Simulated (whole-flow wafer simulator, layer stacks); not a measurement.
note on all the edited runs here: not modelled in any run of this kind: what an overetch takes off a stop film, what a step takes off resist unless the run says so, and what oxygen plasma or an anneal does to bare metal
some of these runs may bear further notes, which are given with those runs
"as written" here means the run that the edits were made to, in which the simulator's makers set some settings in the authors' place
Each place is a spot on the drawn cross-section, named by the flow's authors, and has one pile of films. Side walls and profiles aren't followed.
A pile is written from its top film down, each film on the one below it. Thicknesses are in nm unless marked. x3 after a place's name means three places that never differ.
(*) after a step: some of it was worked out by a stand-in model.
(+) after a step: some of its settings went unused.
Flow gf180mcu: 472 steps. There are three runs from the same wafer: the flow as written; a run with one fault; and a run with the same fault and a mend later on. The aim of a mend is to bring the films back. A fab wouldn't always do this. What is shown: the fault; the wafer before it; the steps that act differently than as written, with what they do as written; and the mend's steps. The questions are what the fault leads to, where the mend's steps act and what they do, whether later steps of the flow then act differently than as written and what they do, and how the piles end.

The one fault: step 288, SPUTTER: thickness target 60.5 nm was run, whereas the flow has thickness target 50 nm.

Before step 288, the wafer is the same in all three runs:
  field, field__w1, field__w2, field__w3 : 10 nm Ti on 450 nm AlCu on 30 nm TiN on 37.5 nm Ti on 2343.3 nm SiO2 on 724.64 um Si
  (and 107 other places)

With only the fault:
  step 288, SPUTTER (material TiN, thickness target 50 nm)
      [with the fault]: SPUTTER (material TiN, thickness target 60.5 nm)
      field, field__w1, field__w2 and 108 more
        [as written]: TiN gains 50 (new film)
        [with the fault]: TiN gains 60.5 (new film)
  Later steps of the flow acting differently than as written (not shown: 6 more steps that differ only slightly, by at most 2% or 0.5 nm, whichever is larger):
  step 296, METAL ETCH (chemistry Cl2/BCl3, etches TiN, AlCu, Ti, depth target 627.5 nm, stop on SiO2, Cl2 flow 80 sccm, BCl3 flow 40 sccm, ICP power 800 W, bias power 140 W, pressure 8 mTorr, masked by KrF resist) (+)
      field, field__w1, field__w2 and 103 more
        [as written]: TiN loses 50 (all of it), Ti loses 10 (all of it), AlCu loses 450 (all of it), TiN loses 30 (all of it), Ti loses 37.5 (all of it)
        [with the fault]: TiN loses 60.5 (all of it), Ti loses 10 (all of it), AlCu loses 450 (all of it), TiN loses 30 (all of it), Ti loses 37.5 (all of it)
  The piles end different from the flow's at field__w8, contact, m1, m1__w1, m1_nw by more than 2% or 0.5 nm, whichever is larger.
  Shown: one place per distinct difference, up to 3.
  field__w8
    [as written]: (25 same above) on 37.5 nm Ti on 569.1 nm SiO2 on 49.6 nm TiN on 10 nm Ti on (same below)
    [with the fault]: (25 same above) on 37.5 nm Ti on 558.6 nm SiO2 on 60.1 nm TiN on 10 nm Ti on (same below)
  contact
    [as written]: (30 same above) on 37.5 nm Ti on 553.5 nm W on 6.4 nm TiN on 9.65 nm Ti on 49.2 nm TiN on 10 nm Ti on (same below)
    [with the fault]: (30 same above) on 37.5 nm Ti on 542.9 nm W on 6.44 nm TiN on 9.71 nm Ti on 59.7 nm TiN on 10 nm Ti on (same below)

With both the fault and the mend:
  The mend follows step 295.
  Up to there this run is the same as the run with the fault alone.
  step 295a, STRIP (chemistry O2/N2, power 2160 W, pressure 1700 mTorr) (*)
      field__w8, contact, m1, m1__w1, m1_nw
        KrF resist loses 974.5 (all of it)
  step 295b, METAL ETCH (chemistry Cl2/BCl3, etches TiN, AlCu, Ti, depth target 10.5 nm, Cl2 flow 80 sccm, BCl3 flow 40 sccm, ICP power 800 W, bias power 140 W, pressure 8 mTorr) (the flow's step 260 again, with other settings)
      field, field__w1, field__w2 and 108 more
        TiN loses 10.5
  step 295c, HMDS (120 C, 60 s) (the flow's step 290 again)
      leaves every film unchanged at each place that is followed
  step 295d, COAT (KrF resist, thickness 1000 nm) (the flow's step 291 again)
      field, field__w1, field__w2 and 108 more
        KrF resist gains 1000 (new film)
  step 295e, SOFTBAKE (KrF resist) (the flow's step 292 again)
      leaves every film unchanged at each place that is followed
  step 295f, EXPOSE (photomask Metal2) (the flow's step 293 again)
      leaves every film unchanged at each place that is followed
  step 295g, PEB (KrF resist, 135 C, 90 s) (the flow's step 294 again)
      field, field__w1, field__w2 and 108 more
        KrF resist loses 10.5
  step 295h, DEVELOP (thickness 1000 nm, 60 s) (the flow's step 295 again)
      field, field__w1, field__w2 and 103 more
        KrF resist loses 989.5 (all of it)
      field__w8, contact, m1, m1__w1, m1_nw
        KrF resist loses 14.9
  Every later step of the flow that is run acts as written at every place that is followed.
  At every place that both follow, the piles at the end match the flow's.
